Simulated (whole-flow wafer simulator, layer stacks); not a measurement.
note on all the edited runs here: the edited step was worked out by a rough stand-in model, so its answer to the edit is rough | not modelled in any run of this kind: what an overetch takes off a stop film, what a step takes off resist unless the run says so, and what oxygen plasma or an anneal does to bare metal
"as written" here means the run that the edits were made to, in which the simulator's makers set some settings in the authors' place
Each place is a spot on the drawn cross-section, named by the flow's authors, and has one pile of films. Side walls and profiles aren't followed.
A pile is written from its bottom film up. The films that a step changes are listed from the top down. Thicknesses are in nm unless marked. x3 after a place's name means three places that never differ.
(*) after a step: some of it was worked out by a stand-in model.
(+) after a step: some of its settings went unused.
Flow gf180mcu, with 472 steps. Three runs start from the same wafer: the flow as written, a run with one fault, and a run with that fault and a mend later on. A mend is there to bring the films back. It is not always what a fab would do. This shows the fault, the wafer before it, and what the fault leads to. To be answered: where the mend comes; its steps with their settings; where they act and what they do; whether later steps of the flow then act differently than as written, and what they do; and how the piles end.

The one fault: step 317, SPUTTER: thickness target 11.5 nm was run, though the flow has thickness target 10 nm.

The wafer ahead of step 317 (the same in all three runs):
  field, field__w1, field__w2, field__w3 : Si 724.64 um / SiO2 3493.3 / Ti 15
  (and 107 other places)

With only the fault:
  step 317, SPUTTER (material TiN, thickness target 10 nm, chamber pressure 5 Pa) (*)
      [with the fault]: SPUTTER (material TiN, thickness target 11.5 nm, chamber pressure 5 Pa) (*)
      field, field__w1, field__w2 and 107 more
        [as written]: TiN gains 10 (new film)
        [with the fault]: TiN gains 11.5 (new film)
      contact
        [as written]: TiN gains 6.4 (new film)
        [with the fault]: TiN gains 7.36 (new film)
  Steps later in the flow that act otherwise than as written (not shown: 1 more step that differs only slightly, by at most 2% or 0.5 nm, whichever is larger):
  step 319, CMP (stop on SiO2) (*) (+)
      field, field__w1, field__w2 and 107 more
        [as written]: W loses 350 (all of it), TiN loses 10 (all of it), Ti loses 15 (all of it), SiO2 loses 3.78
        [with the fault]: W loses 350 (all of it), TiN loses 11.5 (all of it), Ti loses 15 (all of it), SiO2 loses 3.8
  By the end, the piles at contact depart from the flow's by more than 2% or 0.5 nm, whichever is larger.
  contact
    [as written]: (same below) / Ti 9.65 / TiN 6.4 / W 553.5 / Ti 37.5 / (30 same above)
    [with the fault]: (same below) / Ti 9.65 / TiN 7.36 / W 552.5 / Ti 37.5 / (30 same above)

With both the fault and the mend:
  After step 317 comes the mend.
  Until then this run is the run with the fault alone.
  step 317a, METAL ETCH (chemistry Cl2/BCl3, etches TiN, AlCu, Ti, depth target 1.5 nm, Cl2 flow 80 sccm, BCl3 flow 40 sccm, ICP power 800 W, bias power 140 W, pressure 8 mTorr) (the flow's step 260, run once more with other settings)
      field, field__w1, field__w2 and 108 more
        TiN loses 1.5
  Every later step of the flow that is run acts as written, at every place that is followed, to within 2% or 0.5 nm, whichever is larger.
  By the end, the piles at contact depart from the flow's by more than 2% or 0.5 nm, whichever is larger.
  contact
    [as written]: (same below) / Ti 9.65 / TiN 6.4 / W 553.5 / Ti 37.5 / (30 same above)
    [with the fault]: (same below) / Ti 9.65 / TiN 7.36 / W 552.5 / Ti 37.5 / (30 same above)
    [with the mend]: (same below) / Ti 9.65 / TiN 5.86 / W 554 / Ti 37.5 / (30 same above)
